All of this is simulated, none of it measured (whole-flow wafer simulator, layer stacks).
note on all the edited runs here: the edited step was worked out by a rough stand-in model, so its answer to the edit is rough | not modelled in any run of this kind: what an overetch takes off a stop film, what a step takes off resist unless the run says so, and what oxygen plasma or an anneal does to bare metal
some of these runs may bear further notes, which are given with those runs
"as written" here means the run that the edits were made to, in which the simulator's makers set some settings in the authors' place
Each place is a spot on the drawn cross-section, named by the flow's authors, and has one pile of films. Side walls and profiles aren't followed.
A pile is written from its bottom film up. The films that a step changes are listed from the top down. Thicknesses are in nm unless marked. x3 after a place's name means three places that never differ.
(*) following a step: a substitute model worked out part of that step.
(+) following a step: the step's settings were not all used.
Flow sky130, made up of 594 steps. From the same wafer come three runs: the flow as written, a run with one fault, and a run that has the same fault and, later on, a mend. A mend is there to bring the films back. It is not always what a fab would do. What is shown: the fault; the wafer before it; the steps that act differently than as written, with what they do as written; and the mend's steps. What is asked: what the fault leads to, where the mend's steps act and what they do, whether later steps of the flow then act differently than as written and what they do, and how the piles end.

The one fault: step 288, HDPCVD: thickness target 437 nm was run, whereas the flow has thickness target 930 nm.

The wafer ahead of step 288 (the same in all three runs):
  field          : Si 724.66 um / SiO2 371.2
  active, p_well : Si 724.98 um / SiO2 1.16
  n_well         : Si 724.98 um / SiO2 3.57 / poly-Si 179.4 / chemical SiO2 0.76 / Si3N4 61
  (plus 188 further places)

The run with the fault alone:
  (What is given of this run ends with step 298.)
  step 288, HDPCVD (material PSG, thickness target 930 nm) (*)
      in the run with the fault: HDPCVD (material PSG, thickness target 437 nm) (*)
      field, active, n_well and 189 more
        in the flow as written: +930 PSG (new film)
        in the run with the fault: +437 PSG (new film)
  Steps further on in the flow that do not act as written (not shown: 1 more step that differs only slightly, by at most 2% or 0.5 nm, whichever is larger):
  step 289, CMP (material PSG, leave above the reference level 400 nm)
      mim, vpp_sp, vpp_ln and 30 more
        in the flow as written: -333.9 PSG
        in the run with the fault: nothing
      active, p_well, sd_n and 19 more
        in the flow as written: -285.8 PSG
        in the run with the fault: nothing
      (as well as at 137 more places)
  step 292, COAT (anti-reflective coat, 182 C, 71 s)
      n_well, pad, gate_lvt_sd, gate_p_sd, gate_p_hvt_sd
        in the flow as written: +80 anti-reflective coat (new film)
        in the run with the fault: +3 anti-reflective coat (new film)
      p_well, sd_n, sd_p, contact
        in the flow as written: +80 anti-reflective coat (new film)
        in the run with the fault: +126.4 anti-reflective coat (new film)
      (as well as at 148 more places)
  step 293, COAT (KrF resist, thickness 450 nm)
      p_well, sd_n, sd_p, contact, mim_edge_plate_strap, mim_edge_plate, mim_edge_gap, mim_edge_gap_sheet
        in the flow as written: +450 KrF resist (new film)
        in the run with the fault: +492.6 KrF resist (new film)
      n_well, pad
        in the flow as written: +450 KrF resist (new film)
        in the run with the fault: +408.9 KrF resist (new film)
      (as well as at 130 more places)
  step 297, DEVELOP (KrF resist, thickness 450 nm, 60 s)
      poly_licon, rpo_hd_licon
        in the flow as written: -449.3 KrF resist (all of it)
        in the run with the fault: -364 KrF resist (all of it)
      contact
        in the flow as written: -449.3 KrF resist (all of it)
        in the run with the fault: -491.9 KrF resist (all of it)
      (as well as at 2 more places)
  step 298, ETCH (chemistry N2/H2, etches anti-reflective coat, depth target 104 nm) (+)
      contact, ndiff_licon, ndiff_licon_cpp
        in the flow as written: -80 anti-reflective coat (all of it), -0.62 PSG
        in the run with the fault: -104 anti-reflective coat
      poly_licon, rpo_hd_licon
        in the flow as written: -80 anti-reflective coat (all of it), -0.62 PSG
        in the run with the fault: -70.5 anti-reflective coat (all of it), -0.86 PSG
  The piles after step 298 differ from the flow's at field, active, n_well and 172 more by more than 2% or 0.5 nm, whichever is larger.
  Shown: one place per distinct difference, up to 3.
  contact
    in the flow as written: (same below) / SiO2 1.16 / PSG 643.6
    in the run with the fault: (same below) / SiO2 1.16 / PSG 437 / anti-reflective coat 22.4
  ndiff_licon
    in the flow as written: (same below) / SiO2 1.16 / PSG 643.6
    in the run with the fault: (same below) / SiO2 1.16 / PSG 437 / anti-reflective coat 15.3
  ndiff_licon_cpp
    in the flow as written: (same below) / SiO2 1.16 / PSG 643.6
    in the run with the fault: (same below) / SiO2 1.16 / PSG 437 / anti-reflective coat 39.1

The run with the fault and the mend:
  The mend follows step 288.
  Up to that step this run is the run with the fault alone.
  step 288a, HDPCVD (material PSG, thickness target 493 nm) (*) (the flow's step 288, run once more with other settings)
      field, active, n_well and 189 more
        +493 PSG
  None of the later steps of the flow differs from how it acts as written, at any place that is followed, by more than 2% or 0.5 nm, whichever is larger.
  When the end is reached, the piles differ only a little from the flow's at the places that both follow, at most by 2% or 0.5 nm, whichever is larger.
